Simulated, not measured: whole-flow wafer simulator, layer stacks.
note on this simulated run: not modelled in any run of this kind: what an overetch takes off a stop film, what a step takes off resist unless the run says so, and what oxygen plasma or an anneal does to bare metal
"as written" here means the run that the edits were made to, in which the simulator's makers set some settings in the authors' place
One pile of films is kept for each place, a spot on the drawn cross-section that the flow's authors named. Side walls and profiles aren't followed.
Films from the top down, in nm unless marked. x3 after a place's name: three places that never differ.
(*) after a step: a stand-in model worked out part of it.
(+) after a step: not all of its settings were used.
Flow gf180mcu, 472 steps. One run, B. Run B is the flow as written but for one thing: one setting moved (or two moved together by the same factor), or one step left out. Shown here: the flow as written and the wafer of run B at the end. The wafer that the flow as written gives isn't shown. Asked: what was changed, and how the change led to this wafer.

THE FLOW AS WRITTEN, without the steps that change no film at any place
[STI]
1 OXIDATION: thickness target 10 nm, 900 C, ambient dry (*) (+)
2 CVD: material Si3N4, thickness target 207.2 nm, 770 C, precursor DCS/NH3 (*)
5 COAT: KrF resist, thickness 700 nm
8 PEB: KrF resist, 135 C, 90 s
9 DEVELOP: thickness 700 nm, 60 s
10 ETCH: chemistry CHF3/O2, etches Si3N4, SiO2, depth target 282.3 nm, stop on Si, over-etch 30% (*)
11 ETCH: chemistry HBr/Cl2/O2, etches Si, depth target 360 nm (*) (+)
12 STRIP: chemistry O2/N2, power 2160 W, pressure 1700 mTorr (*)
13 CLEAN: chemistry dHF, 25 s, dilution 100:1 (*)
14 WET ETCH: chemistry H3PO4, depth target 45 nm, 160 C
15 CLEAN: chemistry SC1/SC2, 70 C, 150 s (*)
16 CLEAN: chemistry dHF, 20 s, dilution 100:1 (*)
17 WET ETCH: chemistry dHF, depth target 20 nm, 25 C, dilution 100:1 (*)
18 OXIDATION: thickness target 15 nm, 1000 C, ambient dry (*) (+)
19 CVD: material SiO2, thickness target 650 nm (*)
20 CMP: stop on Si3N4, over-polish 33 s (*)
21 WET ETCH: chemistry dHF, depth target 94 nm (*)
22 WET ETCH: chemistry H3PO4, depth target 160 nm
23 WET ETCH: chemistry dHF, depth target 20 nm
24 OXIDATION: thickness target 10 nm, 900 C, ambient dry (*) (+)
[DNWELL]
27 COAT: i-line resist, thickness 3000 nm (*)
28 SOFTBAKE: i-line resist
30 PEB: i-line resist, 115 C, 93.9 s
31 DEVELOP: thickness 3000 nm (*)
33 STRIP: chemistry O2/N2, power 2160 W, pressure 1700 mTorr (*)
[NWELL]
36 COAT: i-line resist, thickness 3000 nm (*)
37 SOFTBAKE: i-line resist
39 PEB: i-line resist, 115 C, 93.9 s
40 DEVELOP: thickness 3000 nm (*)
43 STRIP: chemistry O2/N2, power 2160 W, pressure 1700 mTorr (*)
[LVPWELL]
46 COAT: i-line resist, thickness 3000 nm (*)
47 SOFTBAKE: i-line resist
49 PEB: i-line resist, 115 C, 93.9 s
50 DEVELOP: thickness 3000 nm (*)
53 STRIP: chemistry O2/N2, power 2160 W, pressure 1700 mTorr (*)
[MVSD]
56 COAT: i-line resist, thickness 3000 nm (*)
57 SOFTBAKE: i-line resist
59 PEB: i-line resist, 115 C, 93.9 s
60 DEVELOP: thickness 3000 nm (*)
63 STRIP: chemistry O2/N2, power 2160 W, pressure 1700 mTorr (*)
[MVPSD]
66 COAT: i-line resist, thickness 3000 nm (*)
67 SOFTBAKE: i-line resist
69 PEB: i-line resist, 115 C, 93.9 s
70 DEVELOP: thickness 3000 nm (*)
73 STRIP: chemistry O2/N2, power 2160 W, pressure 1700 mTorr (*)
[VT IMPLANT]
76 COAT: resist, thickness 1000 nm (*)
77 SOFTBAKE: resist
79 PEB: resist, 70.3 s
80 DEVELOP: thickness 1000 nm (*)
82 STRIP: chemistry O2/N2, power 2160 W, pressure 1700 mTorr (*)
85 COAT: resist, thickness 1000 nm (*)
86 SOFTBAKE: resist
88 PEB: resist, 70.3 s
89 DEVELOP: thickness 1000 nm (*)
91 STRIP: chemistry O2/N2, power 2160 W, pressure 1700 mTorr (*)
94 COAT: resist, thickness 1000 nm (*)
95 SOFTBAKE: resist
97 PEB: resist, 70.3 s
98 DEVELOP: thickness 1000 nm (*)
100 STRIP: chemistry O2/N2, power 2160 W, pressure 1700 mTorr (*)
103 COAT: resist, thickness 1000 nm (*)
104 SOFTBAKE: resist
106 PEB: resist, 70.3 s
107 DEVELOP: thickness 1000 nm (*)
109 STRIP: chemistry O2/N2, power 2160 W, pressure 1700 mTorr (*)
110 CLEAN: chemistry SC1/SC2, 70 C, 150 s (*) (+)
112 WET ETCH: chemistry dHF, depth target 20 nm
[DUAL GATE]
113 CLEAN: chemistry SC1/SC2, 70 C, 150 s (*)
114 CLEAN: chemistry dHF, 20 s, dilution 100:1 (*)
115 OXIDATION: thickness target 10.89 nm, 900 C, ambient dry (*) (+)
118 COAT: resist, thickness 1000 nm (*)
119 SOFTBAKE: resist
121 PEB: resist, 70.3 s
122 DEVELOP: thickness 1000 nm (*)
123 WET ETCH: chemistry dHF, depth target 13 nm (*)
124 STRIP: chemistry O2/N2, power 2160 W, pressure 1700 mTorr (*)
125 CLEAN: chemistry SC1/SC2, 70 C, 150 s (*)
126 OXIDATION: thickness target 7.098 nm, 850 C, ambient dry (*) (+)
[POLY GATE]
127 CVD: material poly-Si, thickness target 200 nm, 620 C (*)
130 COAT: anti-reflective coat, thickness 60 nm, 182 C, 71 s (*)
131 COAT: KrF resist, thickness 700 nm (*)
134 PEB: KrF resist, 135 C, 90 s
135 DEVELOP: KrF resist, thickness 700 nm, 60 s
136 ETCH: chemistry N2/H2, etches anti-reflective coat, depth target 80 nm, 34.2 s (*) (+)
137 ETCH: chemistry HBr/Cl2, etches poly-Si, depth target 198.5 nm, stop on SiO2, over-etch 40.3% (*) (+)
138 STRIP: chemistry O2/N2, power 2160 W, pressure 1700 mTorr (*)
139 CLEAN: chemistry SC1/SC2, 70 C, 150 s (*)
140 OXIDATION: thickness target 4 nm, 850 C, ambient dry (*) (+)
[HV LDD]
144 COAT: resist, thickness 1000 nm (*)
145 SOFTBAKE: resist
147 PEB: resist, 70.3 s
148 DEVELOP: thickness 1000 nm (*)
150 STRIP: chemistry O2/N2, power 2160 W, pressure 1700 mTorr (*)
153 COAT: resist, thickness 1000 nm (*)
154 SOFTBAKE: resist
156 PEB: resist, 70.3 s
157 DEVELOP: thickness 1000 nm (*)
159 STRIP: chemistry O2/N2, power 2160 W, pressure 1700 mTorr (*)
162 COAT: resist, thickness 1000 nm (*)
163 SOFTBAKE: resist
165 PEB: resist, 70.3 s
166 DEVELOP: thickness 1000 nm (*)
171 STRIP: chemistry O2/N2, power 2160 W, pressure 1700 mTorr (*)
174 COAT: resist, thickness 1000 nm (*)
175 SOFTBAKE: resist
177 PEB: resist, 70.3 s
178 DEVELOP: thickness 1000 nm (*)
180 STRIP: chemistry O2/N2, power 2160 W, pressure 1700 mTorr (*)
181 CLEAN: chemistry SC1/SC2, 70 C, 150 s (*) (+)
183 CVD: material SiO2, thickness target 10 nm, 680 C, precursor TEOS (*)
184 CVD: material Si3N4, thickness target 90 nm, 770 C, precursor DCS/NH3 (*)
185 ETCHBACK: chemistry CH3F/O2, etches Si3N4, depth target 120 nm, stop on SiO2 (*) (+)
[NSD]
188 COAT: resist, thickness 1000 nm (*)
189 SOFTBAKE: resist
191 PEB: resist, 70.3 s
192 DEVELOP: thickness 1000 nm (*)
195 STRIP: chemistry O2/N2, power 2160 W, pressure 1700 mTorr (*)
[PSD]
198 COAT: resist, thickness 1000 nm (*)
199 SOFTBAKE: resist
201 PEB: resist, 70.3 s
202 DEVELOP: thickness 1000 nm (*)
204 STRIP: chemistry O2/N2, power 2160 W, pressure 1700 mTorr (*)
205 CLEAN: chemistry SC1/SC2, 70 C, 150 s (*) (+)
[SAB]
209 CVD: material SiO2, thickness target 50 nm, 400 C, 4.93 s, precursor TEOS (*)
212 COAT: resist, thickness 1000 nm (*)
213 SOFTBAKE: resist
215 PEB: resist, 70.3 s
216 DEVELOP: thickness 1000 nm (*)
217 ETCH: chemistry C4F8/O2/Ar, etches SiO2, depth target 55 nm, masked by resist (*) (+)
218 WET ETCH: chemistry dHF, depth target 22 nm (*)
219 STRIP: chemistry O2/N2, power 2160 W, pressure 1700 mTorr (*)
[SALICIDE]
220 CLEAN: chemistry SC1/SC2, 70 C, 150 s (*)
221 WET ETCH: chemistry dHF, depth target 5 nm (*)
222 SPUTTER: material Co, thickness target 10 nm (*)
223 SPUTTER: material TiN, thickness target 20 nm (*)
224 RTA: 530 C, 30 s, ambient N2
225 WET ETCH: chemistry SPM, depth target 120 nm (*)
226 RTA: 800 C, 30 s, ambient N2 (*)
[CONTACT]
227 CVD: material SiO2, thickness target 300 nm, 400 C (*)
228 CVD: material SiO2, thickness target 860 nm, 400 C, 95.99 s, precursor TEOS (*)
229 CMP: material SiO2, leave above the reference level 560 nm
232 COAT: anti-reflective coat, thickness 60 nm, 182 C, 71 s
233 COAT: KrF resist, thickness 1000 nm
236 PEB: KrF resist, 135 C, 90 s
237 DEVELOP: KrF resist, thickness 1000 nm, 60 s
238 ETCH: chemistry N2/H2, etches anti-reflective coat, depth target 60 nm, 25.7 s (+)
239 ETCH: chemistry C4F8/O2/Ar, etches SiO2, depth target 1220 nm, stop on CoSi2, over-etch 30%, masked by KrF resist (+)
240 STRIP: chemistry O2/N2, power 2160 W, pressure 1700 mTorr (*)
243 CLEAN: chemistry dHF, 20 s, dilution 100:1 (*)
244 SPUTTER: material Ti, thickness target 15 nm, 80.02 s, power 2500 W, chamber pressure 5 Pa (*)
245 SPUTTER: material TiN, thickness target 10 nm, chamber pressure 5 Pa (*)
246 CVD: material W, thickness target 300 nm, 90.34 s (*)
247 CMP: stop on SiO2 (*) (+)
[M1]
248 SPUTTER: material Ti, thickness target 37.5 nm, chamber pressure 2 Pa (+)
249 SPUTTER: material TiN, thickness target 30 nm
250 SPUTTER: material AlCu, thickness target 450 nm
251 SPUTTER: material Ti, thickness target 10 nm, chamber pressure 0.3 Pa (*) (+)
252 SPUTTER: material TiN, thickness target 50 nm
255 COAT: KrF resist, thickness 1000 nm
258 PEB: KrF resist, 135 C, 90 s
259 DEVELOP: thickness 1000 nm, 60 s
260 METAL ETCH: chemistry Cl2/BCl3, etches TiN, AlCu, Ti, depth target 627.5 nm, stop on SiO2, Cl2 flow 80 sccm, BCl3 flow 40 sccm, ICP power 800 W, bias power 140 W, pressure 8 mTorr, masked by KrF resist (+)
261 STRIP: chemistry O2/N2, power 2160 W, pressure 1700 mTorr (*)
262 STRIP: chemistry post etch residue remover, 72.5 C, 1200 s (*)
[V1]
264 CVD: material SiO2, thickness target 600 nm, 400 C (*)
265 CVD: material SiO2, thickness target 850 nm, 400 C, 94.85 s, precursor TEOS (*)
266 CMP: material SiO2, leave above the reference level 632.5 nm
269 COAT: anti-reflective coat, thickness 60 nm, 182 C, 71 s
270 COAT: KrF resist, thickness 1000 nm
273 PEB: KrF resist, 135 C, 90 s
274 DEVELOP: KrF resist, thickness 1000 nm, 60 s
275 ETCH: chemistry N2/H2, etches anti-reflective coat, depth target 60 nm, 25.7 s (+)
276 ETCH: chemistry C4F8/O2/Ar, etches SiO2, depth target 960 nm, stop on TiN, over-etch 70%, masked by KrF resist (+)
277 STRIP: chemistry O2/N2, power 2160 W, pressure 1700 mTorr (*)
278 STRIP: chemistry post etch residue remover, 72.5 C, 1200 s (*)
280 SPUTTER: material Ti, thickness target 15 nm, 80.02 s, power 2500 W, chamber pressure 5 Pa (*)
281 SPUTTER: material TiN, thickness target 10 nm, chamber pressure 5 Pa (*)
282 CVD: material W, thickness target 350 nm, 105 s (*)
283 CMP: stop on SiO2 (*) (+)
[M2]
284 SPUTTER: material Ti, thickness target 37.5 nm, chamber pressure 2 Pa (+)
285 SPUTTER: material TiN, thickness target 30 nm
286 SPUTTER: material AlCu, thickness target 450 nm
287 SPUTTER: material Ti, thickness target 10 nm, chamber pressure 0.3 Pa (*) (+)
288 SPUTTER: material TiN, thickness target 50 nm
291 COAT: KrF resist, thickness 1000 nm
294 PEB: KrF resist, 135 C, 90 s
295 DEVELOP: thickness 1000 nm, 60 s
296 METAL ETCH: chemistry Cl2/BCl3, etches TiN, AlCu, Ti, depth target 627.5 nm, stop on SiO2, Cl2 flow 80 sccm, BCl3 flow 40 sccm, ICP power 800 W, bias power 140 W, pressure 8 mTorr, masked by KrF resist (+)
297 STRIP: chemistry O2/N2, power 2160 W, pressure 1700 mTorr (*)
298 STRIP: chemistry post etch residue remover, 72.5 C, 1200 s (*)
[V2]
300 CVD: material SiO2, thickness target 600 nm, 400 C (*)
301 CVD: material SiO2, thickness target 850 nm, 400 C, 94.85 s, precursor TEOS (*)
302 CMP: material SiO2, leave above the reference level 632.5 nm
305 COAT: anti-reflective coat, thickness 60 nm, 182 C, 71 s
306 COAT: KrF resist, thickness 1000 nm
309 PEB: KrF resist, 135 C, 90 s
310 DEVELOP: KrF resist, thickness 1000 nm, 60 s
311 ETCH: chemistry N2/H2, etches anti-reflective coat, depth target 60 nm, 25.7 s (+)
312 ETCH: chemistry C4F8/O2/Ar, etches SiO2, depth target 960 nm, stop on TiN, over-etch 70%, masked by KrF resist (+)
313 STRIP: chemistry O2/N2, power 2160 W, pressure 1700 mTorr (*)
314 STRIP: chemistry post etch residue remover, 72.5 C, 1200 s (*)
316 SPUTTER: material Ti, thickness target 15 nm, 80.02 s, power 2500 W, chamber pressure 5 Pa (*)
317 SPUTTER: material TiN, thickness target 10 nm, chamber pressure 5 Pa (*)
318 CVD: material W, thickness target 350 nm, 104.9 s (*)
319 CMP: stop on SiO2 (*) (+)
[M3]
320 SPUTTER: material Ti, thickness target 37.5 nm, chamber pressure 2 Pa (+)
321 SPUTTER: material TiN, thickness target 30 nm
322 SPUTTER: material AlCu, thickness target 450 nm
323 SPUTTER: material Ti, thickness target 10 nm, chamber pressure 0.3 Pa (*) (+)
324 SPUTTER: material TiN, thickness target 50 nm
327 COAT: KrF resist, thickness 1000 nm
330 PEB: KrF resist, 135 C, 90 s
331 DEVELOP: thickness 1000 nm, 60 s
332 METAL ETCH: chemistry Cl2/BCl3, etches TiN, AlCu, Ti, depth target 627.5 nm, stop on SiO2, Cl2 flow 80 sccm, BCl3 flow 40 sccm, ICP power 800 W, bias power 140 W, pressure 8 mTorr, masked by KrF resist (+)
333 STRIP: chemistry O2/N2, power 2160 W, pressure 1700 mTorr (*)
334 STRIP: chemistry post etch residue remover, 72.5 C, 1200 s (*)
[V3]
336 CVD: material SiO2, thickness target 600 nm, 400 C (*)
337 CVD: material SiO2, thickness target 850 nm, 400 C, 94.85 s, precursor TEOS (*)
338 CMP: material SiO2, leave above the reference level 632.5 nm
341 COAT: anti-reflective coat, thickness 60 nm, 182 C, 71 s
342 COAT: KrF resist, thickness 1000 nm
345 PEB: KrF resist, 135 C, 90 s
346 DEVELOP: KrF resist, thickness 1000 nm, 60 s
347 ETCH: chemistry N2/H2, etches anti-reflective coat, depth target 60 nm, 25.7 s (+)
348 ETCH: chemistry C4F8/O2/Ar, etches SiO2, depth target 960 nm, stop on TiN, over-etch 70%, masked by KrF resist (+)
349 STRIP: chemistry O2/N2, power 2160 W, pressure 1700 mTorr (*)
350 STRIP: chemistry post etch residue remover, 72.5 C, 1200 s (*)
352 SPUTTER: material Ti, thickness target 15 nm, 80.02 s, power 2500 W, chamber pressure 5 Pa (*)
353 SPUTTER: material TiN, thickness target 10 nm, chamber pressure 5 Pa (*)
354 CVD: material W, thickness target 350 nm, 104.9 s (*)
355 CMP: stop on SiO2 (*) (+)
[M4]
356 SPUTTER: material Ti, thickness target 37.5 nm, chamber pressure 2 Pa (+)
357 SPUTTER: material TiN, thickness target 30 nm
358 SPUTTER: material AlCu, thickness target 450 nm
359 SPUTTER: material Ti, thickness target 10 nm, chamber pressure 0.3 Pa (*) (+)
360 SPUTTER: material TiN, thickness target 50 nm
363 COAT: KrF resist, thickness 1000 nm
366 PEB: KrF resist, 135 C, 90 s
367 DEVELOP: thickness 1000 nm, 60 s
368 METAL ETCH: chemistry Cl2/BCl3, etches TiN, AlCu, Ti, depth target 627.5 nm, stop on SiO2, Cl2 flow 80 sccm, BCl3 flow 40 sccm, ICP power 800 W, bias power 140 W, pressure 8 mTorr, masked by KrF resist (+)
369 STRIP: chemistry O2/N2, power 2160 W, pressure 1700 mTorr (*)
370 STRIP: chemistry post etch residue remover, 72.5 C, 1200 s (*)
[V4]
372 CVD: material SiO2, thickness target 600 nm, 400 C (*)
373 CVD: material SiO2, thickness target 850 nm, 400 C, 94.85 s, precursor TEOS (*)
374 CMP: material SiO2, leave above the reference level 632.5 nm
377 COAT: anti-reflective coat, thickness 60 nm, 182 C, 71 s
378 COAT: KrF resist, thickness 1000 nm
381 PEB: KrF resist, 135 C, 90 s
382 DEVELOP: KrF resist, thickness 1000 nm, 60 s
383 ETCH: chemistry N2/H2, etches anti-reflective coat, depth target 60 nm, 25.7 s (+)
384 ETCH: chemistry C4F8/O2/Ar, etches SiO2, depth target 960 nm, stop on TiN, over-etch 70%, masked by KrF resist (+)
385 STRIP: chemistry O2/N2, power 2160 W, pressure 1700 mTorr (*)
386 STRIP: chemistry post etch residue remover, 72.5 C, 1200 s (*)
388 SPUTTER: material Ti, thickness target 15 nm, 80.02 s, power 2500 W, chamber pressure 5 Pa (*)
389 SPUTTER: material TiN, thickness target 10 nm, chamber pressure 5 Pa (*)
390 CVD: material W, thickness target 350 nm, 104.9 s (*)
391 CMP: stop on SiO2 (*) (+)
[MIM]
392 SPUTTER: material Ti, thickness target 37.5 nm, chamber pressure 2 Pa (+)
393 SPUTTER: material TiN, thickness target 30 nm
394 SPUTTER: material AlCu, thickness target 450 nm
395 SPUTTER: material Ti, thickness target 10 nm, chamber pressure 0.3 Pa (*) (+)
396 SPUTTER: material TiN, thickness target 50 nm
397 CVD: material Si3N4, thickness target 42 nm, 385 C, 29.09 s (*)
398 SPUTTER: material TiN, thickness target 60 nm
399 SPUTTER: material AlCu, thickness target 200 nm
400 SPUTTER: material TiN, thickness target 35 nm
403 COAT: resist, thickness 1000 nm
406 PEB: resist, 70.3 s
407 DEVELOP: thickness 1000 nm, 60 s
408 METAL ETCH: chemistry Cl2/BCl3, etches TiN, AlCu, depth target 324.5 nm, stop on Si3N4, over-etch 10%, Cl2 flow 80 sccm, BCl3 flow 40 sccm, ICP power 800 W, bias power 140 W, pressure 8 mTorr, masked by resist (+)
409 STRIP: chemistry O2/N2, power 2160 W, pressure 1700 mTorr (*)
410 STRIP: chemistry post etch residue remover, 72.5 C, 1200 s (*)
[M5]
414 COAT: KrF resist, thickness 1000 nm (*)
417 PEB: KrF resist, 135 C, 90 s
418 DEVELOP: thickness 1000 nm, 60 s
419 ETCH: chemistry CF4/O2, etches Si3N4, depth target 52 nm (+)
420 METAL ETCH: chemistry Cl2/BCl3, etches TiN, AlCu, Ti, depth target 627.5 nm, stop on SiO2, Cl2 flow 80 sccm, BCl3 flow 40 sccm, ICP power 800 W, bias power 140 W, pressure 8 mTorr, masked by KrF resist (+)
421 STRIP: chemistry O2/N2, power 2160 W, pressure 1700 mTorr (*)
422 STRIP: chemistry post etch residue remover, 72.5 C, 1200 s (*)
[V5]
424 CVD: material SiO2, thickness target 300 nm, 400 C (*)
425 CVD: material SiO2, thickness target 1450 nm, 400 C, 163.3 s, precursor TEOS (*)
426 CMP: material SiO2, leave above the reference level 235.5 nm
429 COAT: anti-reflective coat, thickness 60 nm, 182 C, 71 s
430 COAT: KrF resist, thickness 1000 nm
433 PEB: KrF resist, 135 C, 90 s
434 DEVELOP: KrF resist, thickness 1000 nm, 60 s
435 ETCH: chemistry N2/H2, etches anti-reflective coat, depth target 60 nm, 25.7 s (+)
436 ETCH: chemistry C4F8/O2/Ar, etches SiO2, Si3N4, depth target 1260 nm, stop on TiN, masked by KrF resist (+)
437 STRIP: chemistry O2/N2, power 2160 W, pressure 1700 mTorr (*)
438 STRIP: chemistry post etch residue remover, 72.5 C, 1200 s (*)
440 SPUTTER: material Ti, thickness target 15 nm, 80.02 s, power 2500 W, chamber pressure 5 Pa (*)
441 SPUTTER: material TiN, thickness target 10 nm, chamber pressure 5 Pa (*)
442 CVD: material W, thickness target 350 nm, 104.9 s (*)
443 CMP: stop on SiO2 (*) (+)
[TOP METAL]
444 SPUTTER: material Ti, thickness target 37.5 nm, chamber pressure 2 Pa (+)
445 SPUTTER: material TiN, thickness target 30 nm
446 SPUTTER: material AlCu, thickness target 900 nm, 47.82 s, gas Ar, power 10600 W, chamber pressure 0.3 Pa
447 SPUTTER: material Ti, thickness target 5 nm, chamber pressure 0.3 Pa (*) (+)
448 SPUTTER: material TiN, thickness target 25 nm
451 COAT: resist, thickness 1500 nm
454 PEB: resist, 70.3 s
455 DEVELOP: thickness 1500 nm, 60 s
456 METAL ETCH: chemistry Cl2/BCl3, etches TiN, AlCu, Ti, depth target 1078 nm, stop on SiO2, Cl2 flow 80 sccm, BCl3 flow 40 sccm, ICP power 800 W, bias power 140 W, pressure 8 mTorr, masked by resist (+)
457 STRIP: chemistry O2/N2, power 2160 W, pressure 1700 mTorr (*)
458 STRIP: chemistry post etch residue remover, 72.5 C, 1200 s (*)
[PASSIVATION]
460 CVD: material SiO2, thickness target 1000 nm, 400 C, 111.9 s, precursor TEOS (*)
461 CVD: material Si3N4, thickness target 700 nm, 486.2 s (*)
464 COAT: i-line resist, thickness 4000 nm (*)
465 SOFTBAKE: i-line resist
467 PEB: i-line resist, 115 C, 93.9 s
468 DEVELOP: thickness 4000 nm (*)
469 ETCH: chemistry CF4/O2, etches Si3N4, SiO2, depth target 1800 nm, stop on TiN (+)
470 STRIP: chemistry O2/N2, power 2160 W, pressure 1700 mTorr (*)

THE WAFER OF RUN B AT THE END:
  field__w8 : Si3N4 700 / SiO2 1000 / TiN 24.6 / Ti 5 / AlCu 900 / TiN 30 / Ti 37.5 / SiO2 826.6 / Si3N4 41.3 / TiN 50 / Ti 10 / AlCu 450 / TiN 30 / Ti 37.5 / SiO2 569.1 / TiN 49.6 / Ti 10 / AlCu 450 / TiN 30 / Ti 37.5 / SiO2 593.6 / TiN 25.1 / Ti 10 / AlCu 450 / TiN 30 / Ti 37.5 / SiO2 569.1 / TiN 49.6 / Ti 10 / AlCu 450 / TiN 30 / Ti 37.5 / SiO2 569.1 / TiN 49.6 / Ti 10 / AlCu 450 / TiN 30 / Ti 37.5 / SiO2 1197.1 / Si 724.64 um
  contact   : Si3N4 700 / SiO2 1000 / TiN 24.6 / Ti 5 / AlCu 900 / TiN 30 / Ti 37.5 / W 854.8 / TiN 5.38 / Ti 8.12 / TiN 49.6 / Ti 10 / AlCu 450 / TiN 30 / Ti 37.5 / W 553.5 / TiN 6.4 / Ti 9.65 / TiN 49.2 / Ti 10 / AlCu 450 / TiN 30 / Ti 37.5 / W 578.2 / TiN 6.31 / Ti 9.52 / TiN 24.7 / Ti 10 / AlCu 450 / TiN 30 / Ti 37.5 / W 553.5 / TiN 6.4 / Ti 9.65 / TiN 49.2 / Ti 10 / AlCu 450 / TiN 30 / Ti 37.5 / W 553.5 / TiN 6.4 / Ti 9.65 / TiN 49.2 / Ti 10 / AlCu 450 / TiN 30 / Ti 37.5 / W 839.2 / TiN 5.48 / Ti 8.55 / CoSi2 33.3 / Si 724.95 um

The cause: step 324, SPUTTER: thickness target 25.5 nm was run, where the flow has thickness target 50 nm.

How the change led to this, step by step:
  324 SPUTTER: material TiN, thickness target 50 nm
      field, field__w1, field__w2 and 108 more: TiN +25.5 (new film) (as written it would be: TiN +50 (new film))
  332 METAL ETCH: chemistry Cl2/BCl3, etches TiN, AlCu, Ti, depth target 627.5 nm, stop on SiO2, Cl2 flow 80 sccm, BCl3 flow 40 sccm, ICP power 800 W, bias power 140 W, pressure 8 mTorr, masked by KrF resist (+)
      field, field__w1, field__w2 and 103 more: TiN -25.5 (all of it), Ti -10 (all of it), AlCu -450 (all of it), TiN -30 (all of it), Ti -37.5 (all of it) (as written it would be: TiN -50 (all of it), Ti -10 (all of it), AlCu -450 (all of it), TiN -30 (all of it), Ti -37.5 (all of it))
  338 CMP: material SiO2, leave above the reference level 632.5 nm
      field__w8, contact, m1, m1__w1, m1_nw: SiO2 -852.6 (as written it would be: SiO2 -877.1)
  348 ETCH: chemistry C4F8/O2/Ar, etches SiO2, depth target 960 nm, stop on TiN, over-etch 70%, masked by KrF resist (+)
      contact: SiO2 -597 (all of it) (as written it would be: SiO2 -572.5 (all of it))
  354 CVD: material W, thickness target 350 nm, 104.9 s (*)
      contact: W +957 (new film) (as written it would be: W +932.3 (new film))
